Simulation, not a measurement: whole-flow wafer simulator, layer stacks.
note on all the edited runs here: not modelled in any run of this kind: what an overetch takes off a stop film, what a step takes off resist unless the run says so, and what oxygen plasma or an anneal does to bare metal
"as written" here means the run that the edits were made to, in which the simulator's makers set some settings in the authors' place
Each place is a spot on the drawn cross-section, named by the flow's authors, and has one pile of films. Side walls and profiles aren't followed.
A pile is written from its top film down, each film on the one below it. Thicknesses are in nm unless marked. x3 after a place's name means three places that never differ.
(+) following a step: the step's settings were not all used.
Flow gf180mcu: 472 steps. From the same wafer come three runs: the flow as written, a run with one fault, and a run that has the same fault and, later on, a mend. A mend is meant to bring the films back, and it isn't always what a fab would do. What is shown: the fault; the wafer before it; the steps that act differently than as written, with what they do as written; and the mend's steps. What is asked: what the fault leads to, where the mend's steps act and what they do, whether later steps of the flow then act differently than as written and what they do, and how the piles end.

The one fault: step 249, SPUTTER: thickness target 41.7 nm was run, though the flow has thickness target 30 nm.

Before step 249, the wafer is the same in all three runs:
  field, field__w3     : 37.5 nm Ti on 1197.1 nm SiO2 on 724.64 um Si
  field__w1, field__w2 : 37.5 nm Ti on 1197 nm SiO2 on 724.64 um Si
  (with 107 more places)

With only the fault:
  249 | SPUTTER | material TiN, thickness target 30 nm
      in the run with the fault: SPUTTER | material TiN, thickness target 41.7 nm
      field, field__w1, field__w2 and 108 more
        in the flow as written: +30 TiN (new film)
        in the run with the fault: +41.7 TiN (new film)
  Later steps of the flow acting differently than as written:
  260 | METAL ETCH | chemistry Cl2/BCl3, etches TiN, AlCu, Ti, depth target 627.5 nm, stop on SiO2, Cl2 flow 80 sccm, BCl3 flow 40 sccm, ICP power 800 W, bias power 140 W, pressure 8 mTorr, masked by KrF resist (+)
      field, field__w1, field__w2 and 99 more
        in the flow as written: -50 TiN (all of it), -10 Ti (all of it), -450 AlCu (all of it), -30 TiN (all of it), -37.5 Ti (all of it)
        in the run with the fault: -50 TiN (all of it), -10 Ti (all of it), -450 AlCu (all of it), -41.7 TiN (all of it), -37.5 Ti (all of it)
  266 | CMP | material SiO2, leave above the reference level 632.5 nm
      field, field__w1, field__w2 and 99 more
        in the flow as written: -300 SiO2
        in the run with the fault: -288.3 SiO2
  The piles end different from the flow's at field__w8, contact, m1 and 6 more by more than 2% or 0.5 nm, whichever is larger.
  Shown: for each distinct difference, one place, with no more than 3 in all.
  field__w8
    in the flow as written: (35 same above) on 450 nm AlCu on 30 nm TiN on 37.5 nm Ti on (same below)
    in the run with the fault: (35 same above) on 450 nm AlCu on 41.7 nm TiN on 37.5 nm Ti on (same below)
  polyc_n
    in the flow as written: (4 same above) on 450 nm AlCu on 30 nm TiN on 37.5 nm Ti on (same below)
    in the run with the fault: (4 same above) on 450 nm AlCu on 41.7 nm TiN on 37.5 nm Ti on (same below)
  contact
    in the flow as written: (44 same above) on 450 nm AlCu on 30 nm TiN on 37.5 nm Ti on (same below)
    in the run with the fault: (44 same above) on 450 nm AlCu on 41.7 nm TiN on 37.5 nm Ti on (same below)

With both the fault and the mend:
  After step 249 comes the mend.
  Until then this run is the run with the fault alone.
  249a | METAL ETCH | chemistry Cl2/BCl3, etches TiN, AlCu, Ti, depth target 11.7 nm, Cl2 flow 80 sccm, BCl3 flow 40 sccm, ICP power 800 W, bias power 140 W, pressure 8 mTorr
      field, field__w1, field__w2 and 108 more
        -11.7 TiN
  None of the later steps of the flow acts differently than as written at any place that is followed.
  By the end, the piles equal the flow's at every place that both follow.
